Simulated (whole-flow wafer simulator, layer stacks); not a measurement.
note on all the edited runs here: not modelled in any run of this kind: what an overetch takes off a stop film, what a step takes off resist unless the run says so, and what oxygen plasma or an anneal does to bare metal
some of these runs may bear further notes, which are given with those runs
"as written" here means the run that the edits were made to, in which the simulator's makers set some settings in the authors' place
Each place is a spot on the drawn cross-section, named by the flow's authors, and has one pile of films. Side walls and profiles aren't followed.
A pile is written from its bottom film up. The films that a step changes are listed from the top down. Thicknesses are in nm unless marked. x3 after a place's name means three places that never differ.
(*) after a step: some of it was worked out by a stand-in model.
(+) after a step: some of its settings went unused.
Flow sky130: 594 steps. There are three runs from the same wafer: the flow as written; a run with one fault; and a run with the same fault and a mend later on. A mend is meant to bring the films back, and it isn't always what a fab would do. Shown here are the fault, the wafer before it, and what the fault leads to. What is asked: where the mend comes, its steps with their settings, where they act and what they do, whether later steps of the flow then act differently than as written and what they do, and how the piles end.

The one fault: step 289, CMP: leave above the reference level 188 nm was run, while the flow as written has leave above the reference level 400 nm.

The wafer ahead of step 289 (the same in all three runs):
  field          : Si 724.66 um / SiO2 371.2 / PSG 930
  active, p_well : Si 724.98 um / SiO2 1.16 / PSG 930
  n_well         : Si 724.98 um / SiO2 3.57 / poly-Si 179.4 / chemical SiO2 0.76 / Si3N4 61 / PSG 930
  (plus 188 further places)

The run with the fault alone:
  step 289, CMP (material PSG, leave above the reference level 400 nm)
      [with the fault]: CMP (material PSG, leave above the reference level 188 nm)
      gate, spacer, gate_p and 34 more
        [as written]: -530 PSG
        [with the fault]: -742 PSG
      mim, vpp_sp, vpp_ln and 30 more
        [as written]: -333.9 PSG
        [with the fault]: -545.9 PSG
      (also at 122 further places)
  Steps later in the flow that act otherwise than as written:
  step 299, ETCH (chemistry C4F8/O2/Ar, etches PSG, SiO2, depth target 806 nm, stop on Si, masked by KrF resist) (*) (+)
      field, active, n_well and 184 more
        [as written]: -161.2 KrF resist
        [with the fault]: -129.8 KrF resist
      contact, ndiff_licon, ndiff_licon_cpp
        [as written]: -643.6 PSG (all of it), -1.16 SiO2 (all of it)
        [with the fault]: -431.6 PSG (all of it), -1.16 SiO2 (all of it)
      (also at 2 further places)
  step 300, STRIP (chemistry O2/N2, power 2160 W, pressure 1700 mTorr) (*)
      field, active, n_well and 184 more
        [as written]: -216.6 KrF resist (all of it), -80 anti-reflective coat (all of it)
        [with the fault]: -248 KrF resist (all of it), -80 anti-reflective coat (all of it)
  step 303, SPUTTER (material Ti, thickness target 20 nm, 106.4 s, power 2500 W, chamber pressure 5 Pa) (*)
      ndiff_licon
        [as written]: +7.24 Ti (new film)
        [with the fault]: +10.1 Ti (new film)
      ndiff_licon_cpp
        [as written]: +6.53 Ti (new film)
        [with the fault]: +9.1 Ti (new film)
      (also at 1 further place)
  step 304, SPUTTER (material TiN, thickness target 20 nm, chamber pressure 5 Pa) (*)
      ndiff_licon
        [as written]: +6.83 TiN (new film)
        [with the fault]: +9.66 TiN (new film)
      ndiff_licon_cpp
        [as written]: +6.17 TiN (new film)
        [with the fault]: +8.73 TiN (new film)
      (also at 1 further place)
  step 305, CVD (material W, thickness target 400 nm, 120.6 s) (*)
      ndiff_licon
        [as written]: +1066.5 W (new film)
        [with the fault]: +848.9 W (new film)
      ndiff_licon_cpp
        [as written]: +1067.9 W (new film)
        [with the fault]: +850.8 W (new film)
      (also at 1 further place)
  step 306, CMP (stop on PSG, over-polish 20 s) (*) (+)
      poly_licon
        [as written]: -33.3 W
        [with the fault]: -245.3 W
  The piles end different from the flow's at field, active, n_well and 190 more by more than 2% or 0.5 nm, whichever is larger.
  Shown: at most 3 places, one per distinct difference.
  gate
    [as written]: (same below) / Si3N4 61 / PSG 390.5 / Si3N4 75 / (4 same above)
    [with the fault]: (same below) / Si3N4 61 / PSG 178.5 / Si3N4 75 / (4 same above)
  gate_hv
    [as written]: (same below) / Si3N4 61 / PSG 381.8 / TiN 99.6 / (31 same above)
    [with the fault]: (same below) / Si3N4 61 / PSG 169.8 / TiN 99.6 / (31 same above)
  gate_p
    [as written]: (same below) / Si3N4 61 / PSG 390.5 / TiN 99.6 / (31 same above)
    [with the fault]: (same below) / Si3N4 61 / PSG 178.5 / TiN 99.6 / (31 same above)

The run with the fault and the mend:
  The mend follows step 289.
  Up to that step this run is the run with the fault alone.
  step 289a, HDPCVD (material PSG, thickness target 212 nm) (*) (the flow's step 288, run once more with other settings)
      field, active, n_well and 189 more
        +212 PSG
  Later steps of the flow that are run all act as written at every place that is followed, up to a difference of at most 2% or 0.5 nm, whichever is larger.
  The piles end only slightly different from the flow's at the places that both follow, by no more than 2% or 0.5 nm, whichever is larger.
